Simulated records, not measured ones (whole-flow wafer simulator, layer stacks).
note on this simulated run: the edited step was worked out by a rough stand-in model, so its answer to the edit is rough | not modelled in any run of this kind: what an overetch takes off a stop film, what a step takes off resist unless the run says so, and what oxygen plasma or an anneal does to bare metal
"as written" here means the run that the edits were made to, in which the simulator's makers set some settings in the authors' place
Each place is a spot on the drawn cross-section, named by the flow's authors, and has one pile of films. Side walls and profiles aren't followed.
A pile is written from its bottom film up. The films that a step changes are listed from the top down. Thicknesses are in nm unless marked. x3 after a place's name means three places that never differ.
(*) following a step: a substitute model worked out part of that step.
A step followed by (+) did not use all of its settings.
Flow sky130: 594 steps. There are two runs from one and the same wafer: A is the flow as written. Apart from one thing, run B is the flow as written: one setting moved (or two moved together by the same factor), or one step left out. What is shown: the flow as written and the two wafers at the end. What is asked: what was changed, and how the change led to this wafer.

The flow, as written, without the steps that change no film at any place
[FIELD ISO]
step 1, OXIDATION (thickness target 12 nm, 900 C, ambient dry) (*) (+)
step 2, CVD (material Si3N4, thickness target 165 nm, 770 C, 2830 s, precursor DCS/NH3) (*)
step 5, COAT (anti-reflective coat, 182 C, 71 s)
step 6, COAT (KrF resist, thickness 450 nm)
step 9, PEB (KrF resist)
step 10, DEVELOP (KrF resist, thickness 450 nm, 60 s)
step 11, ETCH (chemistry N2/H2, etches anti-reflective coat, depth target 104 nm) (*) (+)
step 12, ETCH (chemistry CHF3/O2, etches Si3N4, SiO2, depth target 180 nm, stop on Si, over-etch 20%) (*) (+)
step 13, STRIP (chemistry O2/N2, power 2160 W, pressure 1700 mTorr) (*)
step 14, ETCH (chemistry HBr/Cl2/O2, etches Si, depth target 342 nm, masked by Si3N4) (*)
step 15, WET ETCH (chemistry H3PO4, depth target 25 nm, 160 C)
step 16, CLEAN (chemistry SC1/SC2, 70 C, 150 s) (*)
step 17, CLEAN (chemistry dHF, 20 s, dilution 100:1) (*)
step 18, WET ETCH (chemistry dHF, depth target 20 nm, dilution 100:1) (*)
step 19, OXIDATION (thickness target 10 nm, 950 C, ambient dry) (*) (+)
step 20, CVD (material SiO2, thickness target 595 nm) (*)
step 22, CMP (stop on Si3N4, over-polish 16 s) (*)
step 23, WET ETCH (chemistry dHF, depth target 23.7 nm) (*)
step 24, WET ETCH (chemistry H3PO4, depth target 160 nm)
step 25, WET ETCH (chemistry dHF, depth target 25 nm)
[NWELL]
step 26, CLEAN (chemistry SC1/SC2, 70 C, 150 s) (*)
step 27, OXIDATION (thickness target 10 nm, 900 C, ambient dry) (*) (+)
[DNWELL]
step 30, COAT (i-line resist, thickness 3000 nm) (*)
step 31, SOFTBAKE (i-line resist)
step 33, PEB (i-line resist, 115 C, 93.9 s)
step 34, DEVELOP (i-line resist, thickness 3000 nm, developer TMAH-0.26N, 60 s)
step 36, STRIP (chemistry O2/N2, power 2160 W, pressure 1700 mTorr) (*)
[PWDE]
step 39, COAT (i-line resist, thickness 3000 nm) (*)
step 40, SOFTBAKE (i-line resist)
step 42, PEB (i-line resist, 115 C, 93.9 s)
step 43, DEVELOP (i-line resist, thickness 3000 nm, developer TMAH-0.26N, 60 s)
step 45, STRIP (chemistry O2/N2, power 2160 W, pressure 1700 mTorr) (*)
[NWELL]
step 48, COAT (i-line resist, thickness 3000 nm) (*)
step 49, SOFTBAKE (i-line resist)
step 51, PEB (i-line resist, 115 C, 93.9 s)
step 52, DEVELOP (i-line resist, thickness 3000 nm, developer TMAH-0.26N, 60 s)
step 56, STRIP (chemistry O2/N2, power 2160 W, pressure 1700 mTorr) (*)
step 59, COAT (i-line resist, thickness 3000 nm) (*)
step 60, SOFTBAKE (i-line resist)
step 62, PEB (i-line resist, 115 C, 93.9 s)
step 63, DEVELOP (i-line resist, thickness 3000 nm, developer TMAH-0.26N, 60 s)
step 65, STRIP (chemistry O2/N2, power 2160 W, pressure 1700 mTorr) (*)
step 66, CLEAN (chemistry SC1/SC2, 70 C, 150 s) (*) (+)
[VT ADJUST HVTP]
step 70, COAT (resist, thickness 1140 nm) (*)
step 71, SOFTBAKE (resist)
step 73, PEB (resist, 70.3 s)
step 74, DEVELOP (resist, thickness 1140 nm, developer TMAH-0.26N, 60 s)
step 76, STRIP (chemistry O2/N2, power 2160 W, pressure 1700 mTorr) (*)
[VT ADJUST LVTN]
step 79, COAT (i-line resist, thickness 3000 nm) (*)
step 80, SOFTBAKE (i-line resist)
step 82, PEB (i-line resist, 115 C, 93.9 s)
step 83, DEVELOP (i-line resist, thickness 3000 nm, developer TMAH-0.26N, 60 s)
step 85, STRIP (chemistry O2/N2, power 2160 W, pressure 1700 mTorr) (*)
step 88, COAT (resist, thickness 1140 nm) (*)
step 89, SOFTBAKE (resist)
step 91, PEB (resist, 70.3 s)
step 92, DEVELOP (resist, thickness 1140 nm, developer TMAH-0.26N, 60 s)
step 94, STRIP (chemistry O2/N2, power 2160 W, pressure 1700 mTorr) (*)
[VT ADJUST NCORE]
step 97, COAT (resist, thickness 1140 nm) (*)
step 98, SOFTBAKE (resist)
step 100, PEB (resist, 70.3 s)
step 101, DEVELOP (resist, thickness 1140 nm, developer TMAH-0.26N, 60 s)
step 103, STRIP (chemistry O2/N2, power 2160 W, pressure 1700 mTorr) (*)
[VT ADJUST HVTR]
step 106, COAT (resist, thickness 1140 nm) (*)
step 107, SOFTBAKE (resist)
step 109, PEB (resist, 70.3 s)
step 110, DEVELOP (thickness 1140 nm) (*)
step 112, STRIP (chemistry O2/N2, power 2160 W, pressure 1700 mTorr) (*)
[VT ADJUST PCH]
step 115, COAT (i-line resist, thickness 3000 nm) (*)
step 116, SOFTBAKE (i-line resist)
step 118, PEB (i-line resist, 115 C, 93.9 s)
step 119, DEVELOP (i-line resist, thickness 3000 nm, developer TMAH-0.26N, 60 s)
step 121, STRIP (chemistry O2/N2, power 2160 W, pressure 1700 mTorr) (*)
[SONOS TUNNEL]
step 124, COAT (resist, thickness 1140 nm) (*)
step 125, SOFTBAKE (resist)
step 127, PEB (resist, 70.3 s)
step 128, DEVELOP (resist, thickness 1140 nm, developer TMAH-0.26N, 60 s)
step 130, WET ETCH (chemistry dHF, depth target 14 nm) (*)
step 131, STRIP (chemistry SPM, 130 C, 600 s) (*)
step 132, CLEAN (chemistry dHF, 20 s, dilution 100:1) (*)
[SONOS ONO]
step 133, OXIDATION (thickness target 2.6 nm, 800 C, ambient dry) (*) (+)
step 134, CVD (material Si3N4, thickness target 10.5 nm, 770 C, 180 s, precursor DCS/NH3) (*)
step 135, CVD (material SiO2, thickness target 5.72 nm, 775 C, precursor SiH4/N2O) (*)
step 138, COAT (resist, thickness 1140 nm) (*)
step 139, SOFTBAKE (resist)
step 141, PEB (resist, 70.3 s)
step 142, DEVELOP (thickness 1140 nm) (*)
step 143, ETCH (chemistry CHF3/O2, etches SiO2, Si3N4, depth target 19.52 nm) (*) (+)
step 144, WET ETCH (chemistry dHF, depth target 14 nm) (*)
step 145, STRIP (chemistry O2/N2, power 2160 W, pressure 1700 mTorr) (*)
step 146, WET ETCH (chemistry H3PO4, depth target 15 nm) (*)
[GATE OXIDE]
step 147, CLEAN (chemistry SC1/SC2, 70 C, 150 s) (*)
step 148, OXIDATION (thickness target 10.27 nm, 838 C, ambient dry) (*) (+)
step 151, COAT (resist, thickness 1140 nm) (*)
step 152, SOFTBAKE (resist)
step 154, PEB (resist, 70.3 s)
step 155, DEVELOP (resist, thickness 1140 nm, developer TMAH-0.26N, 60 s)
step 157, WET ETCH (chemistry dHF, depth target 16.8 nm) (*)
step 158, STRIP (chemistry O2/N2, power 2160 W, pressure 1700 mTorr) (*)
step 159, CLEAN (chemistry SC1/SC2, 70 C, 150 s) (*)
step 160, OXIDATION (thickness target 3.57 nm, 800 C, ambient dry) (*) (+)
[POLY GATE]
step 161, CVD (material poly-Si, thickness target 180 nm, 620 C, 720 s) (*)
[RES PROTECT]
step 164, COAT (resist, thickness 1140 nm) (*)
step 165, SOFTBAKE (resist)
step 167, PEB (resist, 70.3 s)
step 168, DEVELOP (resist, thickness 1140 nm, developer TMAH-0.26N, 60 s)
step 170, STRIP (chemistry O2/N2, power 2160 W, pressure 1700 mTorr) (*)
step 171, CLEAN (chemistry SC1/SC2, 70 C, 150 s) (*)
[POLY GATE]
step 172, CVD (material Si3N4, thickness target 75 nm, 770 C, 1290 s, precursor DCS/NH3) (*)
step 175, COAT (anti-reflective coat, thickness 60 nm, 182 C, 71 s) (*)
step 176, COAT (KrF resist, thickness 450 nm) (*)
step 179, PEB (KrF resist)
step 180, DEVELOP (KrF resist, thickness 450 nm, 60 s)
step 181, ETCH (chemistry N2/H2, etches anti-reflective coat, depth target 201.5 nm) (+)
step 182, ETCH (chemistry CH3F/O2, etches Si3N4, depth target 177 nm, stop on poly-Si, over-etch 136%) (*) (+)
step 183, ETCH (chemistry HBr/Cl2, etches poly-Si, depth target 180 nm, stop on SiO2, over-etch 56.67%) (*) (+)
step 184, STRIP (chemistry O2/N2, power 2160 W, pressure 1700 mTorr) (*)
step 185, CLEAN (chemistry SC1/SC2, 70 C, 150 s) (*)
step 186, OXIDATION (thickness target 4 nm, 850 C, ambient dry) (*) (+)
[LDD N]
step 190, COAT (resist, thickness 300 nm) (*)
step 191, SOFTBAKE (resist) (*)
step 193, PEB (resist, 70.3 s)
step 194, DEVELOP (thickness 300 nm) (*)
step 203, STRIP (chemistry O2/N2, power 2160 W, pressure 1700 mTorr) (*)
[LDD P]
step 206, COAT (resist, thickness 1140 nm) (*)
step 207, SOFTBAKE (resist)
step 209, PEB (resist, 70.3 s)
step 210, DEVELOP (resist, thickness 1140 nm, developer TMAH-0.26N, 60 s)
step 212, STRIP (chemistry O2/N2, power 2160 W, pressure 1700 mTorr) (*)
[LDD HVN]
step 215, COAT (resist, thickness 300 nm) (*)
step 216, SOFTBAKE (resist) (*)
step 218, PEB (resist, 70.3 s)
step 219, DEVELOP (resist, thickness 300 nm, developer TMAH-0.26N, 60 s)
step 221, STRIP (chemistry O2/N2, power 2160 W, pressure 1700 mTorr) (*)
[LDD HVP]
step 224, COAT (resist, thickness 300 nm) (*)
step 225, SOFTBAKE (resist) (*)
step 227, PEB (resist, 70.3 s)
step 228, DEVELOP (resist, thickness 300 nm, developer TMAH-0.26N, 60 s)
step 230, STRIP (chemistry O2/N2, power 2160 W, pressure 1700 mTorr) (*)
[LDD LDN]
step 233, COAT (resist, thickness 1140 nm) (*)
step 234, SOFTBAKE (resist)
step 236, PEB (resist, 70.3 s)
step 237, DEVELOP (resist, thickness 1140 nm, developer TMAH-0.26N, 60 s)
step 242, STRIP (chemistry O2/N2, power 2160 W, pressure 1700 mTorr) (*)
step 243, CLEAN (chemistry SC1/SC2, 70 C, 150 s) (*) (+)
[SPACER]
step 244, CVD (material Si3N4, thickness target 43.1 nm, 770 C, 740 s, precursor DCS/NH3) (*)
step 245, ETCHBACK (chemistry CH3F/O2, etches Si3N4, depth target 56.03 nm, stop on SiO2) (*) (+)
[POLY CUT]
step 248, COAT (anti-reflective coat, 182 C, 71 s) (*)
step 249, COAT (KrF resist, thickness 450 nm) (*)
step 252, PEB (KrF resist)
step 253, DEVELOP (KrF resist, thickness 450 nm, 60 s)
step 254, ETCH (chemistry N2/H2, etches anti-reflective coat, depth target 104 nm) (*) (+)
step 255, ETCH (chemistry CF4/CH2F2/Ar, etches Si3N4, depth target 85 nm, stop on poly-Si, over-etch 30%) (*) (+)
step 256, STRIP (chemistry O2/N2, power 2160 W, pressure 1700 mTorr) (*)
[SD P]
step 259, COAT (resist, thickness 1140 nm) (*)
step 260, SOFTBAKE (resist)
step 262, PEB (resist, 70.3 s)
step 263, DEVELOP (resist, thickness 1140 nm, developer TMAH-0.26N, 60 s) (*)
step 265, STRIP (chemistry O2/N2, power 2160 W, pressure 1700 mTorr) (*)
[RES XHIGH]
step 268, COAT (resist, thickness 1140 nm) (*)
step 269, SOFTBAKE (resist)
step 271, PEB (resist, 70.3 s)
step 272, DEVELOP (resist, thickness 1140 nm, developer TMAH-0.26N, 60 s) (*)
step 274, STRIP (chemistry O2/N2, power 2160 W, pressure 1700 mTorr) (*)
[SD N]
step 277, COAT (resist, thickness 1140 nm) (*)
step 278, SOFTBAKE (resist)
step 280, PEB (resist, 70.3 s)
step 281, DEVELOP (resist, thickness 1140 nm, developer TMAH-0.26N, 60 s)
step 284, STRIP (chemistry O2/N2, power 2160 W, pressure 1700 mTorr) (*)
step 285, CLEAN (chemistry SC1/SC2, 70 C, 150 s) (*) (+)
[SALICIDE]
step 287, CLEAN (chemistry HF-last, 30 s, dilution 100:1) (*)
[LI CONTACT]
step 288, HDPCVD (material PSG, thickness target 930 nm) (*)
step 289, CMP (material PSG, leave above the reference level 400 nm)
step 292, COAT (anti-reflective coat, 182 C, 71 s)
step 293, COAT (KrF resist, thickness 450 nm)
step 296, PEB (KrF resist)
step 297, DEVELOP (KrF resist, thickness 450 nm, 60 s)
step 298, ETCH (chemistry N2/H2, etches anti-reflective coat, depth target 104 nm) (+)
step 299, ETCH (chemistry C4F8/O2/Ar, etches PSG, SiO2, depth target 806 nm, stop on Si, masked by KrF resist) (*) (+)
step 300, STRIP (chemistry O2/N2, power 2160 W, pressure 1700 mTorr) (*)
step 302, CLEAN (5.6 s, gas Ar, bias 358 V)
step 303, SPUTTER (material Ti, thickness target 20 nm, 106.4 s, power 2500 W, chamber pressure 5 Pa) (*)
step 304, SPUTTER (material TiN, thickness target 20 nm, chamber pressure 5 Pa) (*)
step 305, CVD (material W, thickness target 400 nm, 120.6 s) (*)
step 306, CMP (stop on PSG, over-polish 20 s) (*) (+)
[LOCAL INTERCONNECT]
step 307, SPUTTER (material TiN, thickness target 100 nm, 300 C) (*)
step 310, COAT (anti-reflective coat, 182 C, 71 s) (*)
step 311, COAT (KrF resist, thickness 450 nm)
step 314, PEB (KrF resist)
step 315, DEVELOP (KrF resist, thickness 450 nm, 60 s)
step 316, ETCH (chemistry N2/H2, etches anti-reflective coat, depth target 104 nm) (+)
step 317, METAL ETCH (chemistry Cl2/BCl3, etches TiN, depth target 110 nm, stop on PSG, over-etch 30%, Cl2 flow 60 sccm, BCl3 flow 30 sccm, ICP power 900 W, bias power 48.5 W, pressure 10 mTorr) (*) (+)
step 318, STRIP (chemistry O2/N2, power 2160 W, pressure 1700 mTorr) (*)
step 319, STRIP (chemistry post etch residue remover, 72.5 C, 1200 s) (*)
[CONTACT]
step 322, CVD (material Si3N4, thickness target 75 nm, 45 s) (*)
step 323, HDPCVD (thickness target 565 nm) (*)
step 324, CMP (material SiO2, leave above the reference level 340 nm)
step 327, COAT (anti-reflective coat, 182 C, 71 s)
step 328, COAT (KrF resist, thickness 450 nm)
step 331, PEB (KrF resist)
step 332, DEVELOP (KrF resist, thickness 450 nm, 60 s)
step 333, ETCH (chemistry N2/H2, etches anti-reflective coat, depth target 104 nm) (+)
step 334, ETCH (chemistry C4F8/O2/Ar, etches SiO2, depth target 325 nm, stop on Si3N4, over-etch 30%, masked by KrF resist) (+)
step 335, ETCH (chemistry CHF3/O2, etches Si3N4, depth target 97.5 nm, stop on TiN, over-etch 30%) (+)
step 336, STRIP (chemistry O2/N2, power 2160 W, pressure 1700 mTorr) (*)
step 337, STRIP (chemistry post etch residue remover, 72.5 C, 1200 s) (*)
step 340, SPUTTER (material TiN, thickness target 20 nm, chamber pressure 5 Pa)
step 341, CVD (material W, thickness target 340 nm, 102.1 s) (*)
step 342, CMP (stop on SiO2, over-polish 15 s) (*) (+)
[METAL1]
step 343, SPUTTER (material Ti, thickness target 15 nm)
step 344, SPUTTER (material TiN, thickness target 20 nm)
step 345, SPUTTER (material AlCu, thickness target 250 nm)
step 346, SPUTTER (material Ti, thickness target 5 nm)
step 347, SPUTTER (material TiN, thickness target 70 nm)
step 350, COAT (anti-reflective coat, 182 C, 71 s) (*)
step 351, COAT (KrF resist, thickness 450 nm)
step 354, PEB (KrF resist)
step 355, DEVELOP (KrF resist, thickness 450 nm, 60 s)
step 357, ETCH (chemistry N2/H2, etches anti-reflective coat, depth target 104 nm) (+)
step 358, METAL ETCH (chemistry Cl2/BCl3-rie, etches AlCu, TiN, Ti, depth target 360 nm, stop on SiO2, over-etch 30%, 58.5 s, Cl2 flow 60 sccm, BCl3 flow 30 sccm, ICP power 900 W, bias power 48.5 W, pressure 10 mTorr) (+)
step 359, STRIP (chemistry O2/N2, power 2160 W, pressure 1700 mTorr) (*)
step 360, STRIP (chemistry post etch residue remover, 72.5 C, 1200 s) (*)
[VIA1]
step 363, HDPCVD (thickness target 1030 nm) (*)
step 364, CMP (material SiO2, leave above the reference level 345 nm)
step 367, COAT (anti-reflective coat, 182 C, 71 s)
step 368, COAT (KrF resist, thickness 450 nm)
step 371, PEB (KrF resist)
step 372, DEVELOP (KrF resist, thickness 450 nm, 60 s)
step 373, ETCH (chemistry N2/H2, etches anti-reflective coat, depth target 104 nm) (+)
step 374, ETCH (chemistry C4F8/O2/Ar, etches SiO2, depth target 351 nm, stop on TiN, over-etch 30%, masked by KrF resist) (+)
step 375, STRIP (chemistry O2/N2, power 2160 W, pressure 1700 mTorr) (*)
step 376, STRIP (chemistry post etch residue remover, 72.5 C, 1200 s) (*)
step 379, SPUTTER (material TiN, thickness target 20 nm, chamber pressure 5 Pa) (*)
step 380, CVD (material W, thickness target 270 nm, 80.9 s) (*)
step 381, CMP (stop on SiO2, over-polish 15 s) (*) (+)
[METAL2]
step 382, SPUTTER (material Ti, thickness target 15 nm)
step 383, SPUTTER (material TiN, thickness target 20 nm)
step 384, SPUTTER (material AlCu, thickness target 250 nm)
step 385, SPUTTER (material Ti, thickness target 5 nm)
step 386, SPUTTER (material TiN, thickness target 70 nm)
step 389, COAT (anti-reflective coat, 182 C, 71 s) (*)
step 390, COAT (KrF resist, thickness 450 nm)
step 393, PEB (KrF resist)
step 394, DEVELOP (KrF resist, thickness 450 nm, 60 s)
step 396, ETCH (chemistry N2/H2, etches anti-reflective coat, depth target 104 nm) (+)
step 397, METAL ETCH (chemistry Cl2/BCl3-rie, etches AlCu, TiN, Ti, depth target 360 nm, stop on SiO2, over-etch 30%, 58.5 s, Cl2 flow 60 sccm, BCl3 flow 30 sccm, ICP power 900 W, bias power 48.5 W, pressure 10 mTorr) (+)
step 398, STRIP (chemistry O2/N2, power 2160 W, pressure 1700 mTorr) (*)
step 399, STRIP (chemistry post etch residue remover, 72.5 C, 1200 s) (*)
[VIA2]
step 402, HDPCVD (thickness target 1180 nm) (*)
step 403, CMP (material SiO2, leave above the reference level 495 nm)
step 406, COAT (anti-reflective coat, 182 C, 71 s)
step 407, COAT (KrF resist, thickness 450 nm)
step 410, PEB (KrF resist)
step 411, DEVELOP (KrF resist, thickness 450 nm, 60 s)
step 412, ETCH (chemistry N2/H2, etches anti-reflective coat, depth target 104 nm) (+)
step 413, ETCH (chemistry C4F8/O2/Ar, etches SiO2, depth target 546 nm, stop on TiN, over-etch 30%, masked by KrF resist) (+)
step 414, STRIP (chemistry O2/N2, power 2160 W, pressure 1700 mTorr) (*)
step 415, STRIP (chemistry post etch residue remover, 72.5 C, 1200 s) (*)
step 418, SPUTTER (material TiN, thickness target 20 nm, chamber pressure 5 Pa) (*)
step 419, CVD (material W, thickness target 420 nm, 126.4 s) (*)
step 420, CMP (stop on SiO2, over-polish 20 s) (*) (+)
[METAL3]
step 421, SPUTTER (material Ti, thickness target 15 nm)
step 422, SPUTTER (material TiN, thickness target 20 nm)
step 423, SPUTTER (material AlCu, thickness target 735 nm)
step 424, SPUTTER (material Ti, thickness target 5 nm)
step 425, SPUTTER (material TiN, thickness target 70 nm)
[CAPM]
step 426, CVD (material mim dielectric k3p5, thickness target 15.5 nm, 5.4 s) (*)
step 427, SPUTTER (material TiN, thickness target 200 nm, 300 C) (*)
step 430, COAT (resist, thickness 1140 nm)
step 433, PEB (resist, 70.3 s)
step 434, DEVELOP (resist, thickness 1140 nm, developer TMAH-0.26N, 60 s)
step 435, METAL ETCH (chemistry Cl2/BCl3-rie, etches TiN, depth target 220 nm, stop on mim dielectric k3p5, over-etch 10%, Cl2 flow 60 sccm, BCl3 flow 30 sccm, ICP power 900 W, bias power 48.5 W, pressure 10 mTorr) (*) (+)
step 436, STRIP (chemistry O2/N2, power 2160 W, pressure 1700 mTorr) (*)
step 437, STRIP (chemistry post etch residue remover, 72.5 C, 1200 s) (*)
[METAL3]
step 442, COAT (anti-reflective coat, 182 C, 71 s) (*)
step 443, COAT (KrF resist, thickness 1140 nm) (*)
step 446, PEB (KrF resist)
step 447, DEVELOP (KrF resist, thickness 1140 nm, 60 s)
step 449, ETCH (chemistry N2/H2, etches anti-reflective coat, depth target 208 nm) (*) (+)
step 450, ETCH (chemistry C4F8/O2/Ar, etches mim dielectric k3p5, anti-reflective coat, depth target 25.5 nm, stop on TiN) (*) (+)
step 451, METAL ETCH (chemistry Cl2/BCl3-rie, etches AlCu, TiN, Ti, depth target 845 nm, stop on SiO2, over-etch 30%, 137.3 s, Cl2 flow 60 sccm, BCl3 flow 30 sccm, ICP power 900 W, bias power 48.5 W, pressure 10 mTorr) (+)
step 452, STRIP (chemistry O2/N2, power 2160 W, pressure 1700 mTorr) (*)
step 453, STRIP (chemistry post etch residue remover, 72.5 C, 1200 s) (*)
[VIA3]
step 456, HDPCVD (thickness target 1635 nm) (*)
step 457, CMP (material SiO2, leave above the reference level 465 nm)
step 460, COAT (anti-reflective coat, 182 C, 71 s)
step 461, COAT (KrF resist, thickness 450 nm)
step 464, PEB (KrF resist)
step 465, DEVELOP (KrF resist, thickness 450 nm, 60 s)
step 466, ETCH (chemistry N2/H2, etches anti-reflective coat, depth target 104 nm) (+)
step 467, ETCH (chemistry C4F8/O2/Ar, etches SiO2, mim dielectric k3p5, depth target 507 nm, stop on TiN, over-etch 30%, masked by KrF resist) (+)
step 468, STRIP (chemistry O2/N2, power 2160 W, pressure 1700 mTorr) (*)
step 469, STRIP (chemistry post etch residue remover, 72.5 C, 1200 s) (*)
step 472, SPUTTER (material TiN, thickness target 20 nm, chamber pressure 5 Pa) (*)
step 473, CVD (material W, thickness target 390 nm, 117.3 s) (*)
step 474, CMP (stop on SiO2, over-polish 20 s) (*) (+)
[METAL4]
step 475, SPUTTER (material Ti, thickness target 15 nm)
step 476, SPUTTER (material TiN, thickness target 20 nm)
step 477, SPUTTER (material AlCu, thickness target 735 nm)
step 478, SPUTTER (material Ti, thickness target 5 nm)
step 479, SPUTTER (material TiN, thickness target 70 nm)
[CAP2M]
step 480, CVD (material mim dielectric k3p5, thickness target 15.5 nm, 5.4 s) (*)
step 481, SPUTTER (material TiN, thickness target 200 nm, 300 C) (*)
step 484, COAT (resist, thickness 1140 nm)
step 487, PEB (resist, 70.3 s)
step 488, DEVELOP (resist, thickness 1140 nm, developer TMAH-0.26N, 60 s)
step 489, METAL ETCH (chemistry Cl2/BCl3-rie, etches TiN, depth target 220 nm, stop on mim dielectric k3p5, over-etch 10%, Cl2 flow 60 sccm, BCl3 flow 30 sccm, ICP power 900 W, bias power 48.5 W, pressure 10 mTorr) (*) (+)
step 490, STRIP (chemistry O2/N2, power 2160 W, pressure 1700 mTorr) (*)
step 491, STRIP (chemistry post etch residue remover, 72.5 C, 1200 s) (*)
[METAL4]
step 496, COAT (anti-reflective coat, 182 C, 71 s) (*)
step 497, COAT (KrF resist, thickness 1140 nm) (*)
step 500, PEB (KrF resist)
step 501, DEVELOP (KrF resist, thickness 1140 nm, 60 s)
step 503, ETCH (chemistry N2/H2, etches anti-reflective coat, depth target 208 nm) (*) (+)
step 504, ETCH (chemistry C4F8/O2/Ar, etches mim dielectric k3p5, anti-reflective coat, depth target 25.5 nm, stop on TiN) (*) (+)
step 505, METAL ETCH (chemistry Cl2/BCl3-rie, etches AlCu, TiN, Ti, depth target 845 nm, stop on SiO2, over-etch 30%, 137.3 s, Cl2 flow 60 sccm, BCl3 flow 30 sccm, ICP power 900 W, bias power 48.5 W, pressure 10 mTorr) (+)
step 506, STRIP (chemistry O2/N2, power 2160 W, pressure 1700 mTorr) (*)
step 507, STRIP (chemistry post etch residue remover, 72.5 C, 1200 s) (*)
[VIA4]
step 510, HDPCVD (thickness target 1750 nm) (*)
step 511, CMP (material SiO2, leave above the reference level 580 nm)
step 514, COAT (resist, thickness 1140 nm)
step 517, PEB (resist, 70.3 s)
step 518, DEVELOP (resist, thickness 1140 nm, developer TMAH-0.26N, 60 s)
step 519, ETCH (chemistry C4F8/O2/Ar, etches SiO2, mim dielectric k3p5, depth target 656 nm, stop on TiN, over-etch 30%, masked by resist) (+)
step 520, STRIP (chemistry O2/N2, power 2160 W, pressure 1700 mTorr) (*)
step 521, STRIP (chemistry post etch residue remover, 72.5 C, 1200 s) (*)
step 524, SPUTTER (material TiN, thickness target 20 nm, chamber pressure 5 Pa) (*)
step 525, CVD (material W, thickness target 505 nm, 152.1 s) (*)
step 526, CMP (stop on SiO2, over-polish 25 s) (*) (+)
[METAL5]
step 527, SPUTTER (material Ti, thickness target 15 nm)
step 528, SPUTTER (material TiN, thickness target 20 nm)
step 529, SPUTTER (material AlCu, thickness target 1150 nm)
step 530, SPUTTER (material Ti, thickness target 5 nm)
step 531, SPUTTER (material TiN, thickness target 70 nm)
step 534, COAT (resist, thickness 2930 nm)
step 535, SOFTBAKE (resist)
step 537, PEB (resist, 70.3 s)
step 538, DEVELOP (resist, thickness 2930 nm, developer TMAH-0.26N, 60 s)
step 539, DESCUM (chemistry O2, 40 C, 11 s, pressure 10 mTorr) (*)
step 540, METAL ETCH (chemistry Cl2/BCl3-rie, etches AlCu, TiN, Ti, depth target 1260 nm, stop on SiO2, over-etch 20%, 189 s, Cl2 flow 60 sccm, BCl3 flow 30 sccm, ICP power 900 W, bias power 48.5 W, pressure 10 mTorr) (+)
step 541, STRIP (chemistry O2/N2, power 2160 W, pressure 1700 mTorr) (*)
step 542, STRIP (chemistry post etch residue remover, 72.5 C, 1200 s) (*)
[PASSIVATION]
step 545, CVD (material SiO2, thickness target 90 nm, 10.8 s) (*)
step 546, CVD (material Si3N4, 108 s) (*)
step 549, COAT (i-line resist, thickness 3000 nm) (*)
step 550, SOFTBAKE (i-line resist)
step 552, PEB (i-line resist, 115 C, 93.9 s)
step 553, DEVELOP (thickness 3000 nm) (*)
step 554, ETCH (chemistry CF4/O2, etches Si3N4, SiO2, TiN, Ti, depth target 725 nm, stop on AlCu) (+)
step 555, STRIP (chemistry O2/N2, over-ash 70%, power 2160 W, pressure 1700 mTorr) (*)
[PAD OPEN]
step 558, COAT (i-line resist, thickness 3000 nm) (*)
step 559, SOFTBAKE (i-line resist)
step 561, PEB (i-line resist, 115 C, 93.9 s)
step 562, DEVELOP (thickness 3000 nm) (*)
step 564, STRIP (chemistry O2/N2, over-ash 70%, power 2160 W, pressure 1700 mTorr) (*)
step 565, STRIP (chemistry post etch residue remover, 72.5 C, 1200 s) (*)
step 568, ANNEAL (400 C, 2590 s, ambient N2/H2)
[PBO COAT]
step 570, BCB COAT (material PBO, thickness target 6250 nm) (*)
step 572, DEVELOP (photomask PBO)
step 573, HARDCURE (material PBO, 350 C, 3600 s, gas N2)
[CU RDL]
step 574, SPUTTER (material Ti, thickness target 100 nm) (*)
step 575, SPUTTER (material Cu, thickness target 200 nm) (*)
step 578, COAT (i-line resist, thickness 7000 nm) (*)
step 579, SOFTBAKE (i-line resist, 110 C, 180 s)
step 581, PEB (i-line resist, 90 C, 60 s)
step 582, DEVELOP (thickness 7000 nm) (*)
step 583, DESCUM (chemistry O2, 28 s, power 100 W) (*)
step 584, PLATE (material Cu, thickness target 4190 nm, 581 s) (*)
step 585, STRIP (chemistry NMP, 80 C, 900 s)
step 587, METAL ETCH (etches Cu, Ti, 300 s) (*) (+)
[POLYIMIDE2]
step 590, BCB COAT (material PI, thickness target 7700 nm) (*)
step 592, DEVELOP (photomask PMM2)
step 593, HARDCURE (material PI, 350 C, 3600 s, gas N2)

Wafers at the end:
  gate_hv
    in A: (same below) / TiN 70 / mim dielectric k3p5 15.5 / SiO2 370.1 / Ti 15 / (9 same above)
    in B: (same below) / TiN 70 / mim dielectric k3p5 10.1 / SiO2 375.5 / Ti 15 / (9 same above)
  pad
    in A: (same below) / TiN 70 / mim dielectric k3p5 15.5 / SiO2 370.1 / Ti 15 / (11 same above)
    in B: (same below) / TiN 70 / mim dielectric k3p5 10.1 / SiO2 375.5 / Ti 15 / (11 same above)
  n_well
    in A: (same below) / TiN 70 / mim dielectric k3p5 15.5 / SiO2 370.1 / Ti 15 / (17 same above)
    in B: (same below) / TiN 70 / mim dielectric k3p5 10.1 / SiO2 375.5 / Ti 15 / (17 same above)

The reason: step 426, CVD: thickness target 10.1 nm was run, while the flow as written has thickness target 15.5 nm; step 426, CVD: 3.51 s was run, where the flow has 5.4 s.
The wafer itself shows it: gate_hv has mim dielectric k3p5 10.1, and step 426 as written asks for 15.5 nm.

The path from the change to this, step by step:
  step 426, CVD (material mim dielectric k3p5, thickness target 15.5 nm, 5.4 s) (*)
      field, active, n_well and 188 more: A mim dielectric k3p5 gains 15.5 (new film) | B mim dielectric k3p5 gains 10.1 (new film)
  step 450, ETCH (chemistry C4F8/O2/Ar, etches mim dielectric k3p5, anti-reflective coat, depth target 25.5 nm, stop on TiN) (*) (+)
      n_well, p_well, gate_hv and 104 more: A KrF resist loses 15.5 | B KrF resist loses 10.1
      field, active, gate and 82 more: A mim dielectric k3p5 loses 15.5 (all of it) | B mim dielectric k3p5 loses 10.1 (all of it)
  step 467, ETCH (chemistry C4F8/O2/Ar, etches SiO2, mim dielectric k3p5, depth target 507 nm, stop on TiN, over-etch 30%, masked by KrF resist) (+)
      m1: A SiO2 loses 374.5 (all of it), mim dielectric k3p5 loses 15.5 (all of it) | B SiO2 loses 379.9 (all of it), mim dielectric k3p5 loses 10.1 (all of it)
      via3_hole: A SiO2 loses 373.9 (all of it), mim dielectric k3p5 loses 15.5 (all of it) | B SiO2 loses 379.3 (all of it), mim dielectric k3p5 loses 10.1 (all of it)
